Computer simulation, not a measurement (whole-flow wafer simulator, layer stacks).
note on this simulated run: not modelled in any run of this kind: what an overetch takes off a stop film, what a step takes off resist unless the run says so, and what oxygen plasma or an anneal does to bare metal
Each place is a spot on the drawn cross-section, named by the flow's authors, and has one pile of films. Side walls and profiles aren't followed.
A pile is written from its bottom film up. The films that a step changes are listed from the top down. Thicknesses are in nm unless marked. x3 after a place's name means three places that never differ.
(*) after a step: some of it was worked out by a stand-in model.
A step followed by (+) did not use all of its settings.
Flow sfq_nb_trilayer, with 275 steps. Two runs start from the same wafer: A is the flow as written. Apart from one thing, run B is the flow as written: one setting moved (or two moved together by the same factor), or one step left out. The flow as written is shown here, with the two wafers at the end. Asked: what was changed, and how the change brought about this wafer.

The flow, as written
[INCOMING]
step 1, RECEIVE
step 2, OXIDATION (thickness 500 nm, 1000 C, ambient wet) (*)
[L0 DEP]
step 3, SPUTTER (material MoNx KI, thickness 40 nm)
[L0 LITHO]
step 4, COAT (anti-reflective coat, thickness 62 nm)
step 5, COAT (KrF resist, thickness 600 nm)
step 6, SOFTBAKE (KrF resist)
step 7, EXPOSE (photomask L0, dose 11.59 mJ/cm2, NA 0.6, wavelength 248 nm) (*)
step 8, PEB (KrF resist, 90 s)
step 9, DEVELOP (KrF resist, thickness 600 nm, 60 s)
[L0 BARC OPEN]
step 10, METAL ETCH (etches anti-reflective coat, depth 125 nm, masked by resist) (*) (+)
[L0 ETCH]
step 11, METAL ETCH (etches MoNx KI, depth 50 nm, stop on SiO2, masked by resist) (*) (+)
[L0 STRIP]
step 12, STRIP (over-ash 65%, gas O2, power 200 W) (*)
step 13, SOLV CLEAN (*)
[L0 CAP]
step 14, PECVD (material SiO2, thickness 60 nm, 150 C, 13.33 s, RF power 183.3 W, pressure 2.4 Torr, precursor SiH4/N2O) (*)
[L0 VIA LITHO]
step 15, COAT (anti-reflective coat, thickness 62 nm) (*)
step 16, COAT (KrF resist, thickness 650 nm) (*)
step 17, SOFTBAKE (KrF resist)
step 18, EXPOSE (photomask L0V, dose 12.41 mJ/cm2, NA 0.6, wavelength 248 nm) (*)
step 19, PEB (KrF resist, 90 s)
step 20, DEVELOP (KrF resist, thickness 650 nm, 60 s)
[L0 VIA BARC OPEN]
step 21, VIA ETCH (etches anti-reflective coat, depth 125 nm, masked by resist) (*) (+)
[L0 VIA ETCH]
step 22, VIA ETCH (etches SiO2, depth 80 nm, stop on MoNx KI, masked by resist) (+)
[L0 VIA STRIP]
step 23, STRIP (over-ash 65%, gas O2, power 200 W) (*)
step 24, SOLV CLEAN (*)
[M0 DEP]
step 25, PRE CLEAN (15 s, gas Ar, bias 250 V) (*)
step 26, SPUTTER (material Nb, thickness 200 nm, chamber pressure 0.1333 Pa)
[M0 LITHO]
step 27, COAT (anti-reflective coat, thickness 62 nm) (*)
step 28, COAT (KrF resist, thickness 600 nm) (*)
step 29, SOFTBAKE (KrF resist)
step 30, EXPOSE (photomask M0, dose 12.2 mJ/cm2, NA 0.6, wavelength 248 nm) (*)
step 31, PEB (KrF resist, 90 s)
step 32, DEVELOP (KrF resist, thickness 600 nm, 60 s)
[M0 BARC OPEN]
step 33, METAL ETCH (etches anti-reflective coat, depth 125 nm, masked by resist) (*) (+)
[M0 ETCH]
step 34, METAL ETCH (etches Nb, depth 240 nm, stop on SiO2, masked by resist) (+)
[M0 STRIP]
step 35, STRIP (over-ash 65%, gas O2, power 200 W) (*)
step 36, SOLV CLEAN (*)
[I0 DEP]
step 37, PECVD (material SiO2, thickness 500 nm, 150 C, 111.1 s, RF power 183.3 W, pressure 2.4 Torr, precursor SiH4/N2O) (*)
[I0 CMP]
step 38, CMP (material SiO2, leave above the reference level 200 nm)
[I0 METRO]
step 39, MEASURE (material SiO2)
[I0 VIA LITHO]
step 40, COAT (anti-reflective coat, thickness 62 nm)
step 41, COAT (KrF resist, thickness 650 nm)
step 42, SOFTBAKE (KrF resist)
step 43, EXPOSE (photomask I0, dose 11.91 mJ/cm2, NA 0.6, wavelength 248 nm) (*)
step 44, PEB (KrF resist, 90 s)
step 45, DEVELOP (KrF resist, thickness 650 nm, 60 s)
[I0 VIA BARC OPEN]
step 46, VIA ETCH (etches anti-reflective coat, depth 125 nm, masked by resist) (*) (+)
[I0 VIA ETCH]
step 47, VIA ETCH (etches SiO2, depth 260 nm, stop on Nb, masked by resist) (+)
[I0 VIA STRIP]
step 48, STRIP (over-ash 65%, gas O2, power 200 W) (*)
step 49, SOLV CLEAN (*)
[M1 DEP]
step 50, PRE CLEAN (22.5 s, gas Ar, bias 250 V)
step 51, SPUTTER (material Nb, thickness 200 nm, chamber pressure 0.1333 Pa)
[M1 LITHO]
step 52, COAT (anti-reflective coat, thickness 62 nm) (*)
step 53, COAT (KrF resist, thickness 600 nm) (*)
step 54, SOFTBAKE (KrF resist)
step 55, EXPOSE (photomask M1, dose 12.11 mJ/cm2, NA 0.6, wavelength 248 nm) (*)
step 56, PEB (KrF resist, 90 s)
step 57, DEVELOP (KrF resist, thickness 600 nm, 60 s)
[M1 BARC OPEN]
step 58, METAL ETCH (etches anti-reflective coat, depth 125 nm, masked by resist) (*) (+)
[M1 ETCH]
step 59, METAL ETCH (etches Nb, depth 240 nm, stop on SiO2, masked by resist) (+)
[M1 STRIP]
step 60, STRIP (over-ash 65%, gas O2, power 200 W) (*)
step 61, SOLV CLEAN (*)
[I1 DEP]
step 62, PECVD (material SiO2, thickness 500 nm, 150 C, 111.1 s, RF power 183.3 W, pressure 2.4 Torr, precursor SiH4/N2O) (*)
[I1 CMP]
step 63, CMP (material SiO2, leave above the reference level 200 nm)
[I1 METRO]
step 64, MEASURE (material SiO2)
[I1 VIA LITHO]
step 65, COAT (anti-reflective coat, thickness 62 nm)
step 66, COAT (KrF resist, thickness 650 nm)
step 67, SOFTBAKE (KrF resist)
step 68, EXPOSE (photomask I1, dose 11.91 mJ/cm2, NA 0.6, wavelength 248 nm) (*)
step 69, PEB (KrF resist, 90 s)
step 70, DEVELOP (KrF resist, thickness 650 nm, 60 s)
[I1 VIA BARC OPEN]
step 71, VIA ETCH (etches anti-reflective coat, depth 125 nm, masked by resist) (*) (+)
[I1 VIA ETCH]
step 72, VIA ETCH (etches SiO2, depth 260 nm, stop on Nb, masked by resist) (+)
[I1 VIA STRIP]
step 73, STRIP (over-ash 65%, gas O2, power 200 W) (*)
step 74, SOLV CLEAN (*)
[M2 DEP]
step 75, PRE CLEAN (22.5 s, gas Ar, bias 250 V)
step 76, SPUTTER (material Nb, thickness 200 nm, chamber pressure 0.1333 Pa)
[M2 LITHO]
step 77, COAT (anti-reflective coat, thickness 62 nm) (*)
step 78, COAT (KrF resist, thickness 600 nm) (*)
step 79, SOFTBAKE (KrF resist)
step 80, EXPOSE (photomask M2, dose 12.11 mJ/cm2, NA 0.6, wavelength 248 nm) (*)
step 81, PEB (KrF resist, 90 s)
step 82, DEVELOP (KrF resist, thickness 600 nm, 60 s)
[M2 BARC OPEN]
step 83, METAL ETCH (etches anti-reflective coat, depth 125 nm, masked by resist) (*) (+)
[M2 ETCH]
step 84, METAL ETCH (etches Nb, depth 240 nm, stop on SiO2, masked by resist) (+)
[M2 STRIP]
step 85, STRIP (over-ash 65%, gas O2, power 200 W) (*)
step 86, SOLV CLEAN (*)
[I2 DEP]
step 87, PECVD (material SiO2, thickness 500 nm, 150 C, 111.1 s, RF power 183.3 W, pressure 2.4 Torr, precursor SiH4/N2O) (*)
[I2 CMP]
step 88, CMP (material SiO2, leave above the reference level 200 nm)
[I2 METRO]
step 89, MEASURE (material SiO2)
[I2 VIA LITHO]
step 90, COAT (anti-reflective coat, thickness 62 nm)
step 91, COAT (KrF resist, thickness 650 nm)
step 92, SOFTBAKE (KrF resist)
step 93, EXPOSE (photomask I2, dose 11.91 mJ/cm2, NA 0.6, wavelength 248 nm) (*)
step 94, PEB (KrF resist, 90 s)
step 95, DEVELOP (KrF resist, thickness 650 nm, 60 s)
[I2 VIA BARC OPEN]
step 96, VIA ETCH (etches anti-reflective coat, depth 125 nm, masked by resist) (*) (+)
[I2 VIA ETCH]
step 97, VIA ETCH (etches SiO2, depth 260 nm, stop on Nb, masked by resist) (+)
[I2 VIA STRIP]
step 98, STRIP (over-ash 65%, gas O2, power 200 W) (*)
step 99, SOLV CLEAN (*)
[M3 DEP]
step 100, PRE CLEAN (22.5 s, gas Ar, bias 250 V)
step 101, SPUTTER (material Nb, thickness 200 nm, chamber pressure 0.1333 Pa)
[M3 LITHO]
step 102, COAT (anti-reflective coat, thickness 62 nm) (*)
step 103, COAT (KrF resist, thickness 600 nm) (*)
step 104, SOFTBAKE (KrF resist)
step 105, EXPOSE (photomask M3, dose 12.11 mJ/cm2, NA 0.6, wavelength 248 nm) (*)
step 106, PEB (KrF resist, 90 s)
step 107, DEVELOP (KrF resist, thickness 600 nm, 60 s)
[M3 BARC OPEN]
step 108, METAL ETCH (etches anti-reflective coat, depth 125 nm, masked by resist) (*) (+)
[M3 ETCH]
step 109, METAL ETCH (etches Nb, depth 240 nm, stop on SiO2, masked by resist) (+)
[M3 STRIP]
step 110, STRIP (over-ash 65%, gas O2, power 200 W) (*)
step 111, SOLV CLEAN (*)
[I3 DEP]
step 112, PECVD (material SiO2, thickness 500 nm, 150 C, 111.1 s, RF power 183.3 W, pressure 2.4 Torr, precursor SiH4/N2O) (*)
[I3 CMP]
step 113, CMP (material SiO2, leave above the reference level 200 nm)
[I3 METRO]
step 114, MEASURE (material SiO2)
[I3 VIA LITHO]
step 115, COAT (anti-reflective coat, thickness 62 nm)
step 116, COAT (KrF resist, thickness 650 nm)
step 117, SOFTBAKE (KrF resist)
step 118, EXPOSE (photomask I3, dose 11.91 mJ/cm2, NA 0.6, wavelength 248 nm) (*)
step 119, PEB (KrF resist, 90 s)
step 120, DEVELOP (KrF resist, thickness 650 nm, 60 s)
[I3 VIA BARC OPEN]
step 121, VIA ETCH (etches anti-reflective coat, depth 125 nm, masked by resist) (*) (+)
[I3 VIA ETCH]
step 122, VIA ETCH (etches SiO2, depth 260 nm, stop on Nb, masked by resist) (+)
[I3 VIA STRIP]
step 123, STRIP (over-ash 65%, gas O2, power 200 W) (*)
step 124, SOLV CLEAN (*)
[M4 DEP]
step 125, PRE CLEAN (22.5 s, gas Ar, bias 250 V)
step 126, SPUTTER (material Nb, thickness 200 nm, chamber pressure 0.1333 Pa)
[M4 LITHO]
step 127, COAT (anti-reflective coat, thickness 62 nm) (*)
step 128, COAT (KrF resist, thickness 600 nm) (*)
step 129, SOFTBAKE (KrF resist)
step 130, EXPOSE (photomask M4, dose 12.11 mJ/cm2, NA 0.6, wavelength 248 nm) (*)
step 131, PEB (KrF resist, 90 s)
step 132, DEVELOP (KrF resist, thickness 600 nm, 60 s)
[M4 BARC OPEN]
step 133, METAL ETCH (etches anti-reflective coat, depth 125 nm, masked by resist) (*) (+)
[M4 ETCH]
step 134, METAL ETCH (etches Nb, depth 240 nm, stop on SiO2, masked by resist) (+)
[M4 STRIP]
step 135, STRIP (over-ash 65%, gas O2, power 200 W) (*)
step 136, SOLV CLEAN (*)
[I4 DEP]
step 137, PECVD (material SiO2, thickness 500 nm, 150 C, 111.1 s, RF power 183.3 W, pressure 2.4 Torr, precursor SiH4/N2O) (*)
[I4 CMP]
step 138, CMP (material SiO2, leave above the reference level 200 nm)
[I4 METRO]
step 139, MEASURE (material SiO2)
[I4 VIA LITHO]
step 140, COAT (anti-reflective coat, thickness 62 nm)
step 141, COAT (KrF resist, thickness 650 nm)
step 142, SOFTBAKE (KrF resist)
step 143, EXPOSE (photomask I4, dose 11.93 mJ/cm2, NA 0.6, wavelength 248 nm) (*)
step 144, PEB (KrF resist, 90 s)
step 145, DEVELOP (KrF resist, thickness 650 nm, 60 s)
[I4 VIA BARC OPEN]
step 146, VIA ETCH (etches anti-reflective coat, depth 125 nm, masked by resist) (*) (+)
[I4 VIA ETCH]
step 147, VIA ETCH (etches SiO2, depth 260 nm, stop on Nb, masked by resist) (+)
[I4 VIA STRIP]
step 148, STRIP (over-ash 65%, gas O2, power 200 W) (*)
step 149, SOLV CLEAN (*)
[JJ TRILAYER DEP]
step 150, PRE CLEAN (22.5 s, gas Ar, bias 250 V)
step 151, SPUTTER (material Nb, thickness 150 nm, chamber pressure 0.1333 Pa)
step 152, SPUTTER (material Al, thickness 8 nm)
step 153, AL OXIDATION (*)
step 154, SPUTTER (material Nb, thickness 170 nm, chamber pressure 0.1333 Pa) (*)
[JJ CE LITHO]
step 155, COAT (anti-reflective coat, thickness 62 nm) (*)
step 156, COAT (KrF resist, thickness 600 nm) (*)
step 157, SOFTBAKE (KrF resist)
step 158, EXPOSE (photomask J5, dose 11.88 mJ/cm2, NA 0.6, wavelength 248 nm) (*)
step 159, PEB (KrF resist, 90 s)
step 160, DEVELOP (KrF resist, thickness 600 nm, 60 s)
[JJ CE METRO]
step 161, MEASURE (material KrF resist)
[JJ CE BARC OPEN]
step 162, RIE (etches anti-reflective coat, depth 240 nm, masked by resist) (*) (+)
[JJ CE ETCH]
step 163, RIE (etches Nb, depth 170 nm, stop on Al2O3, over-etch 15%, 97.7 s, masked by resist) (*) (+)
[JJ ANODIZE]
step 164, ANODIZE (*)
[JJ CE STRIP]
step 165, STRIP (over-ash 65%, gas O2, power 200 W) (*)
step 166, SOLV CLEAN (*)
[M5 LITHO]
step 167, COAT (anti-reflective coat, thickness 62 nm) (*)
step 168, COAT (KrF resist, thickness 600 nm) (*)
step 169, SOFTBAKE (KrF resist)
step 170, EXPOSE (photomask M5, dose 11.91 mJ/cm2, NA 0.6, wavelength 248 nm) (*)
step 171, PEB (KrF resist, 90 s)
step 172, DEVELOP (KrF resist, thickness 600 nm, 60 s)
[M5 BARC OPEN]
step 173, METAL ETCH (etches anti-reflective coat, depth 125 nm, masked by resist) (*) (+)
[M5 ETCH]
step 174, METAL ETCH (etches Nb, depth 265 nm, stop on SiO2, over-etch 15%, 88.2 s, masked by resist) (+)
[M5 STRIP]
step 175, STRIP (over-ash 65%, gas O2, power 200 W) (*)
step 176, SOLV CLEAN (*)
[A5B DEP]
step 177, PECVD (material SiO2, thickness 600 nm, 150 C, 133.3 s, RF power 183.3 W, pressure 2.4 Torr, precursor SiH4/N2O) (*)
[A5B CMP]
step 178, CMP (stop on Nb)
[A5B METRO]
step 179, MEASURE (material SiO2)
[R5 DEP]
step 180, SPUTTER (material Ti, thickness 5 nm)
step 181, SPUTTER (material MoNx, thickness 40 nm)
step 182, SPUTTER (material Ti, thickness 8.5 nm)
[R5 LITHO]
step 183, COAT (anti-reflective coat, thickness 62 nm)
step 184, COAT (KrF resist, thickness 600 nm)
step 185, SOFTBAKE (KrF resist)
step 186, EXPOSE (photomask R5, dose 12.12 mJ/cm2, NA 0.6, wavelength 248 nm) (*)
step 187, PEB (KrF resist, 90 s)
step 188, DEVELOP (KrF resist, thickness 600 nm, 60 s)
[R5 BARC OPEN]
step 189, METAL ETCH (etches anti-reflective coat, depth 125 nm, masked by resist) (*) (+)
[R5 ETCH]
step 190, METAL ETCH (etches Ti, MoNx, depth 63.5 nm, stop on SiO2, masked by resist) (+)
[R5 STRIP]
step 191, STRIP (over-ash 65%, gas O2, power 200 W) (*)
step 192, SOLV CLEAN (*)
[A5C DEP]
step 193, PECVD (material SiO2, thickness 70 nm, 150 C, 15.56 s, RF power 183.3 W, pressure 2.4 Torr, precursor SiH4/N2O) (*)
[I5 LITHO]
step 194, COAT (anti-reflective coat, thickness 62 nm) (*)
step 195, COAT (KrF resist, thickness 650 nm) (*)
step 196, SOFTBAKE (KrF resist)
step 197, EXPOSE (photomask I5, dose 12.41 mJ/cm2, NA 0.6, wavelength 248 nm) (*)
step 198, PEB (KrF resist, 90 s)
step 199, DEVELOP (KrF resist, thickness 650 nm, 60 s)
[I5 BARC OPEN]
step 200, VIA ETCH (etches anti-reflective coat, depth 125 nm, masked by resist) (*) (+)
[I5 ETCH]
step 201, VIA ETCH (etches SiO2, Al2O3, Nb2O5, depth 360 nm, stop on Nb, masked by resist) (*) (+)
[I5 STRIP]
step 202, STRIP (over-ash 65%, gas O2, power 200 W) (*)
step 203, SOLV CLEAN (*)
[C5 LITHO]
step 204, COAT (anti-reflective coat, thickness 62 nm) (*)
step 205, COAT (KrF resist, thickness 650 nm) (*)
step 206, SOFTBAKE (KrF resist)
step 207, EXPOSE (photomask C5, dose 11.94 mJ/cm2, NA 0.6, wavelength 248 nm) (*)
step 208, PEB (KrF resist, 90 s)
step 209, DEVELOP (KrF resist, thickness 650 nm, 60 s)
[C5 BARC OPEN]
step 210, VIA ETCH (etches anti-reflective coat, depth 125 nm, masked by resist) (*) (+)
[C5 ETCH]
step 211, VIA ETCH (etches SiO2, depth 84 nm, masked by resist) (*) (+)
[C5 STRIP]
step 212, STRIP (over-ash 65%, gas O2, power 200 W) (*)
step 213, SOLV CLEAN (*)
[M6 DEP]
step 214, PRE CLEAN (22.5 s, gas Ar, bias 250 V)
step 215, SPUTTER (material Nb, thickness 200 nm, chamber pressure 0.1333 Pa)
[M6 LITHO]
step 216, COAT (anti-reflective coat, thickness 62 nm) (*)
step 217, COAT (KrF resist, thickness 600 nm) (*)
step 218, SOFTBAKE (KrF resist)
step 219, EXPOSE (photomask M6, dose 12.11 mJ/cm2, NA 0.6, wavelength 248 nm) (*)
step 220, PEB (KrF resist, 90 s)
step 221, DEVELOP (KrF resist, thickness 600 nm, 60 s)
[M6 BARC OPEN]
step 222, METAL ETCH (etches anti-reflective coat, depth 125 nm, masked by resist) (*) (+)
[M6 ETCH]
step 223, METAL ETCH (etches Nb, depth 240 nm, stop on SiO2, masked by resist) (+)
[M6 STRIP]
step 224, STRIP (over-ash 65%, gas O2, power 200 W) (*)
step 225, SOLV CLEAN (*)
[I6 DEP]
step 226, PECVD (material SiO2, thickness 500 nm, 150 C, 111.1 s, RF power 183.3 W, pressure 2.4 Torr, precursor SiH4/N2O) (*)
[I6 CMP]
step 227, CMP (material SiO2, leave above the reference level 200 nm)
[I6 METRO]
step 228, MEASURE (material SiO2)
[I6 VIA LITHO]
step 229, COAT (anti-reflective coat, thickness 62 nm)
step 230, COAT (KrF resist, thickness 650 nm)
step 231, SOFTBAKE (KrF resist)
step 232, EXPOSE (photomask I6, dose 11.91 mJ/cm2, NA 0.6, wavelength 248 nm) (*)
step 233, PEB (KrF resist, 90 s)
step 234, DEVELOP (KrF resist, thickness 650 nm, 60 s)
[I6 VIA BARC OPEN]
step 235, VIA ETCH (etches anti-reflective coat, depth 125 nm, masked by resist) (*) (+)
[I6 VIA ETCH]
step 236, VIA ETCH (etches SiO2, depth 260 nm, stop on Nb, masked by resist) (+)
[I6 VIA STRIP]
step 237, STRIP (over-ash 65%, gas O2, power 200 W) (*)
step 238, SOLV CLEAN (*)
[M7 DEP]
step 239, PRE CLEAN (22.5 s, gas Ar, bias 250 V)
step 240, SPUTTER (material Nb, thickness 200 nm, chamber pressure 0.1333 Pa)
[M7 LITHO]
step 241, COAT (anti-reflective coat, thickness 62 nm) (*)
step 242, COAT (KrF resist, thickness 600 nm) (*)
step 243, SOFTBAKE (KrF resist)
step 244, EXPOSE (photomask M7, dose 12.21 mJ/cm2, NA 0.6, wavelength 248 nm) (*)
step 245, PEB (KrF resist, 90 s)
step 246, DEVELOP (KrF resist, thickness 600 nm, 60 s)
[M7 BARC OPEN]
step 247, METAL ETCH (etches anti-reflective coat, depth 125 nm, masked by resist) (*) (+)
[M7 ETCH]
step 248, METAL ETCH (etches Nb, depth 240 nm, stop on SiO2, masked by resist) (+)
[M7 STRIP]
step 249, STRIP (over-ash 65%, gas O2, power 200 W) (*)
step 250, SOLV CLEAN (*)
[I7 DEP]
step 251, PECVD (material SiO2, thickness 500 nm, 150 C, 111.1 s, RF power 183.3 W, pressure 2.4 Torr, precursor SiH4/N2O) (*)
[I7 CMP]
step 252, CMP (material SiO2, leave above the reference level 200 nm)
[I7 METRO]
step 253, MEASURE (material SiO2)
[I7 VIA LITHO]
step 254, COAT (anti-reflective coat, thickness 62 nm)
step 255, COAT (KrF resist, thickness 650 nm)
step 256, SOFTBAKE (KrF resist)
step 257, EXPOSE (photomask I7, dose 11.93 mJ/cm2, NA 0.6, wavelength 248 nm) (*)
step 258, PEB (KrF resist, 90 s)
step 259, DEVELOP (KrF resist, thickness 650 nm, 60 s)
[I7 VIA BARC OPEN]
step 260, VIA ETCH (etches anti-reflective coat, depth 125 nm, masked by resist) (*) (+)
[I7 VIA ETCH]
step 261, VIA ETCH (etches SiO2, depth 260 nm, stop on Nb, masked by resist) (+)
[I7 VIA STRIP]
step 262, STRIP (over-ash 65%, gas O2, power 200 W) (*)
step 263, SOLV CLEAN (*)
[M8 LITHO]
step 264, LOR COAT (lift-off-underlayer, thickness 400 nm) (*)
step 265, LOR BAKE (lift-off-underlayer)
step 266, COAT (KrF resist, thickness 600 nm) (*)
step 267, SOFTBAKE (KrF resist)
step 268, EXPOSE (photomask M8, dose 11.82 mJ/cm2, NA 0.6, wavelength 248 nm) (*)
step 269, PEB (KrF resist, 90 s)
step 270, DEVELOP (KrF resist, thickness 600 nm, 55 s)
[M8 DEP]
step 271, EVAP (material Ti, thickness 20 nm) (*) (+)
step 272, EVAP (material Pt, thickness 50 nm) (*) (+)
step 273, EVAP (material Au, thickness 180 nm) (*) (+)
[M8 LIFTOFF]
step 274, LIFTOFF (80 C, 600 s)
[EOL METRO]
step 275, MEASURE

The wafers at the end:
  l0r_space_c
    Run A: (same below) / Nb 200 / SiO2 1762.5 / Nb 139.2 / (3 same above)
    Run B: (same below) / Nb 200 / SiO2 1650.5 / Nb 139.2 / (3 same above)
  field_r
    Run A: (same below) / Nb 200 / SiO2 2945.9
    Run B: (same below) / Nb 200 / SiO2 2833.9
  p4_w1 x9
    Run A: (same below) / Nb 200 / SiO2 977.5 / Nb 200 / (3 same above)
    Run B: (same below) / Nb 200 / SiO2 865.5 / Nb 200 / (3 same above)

The reason: step 88, CMP: leave above the reference level 88 nm was run, though the flow has leave above the reference level 200 nm.

The path from the change to this, step by step:
  step 88, CMP (material SiO2, leave above the reference level 200 nm)
      field_l, be, be_sur and 81 more: A -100 SiO2 | B -212 SiO2
      v_sur, via_wl, via_w and 18 more: A -300 SiO2 | B -412 SiO2
      (as well as at 1 more place)
  step 97, VIA ETCH (etches SiO2, depth 260 nm, stop on Nb, masked by resist) (+)
      field_l, v_sur, via_wl and 102 more: A -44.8 KrF resist | B -22.7 KrF resist
      via_w: A -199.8 SiO2 (all of it) | B -87.8 SiO2 (all of it)
  step 98, STRIP (over-ash 65%, gas O2, power 200 W) (*)
      field_l, v_sur, via_wl and 102 more: A -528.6 KrF resist (all of it), -62 anti-reflective coat (all of it) | B -550.7 KrF resist (all of it), -62 anti-reflective coat (all of it)
  step 101, SPUTTER (material Nb, thickness 200 nm, chamber pressure 0.1333 Pa)
      via_w: A +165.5 Nb | B +190.5 Nb
  step 102, COAT (anti-reflective coat, thickness 62 nm) (*)
      via_wl, via_wr: A +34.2 anti-reflective coat (new film) | B +38 anti-reflective coat (new film)
      v_sur: A +61.1 anti-reflective coat (new film) | B +57.8 anti-reflective coat (new film)
      (as well as at 1 more place)
  step 103, COAT (KrF resist, thickness 600 nm) (*)
      v_sur: A +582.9 KrF resist (new film) | B +595.4 KrF resist (new film)
      via_w: A +737.9 KrF resist (new film) | B +644.5 KrF resist (new film)
  step 110, STRIP (over-ash 65%, gas O2, power 200 W) (*)
      v_sur: A -365.3 KrF resist (all of it), -61.1 anti-reflective coat (all of it) | B -377.8 KrF resist (all of it), -57.8 anti-reflective coat (all of it)
      via_wl: A -384.2 KrF resist (all of it), -34.2 anti-reflective coat (all of it) | B -394.2 KrF resist (all of it), -38 anti-reflective coat (all of it)
      (as well as at 3 more places)
  step 112, PECVD (material SiO2, thickness 500 nm, 150 C, 111.1 s, RF power 183.3 W, pressure 2.4 Torr, precursor SiH4/N2O) (*)
      via_w: A +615 SiO2 (new film) | B +500 SiO2 (new film)
  step 113, CMP (material SiO2, leave above the reference level 200 nm)
      via_w: A -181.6 SiO2 | B -203.6 SiO2
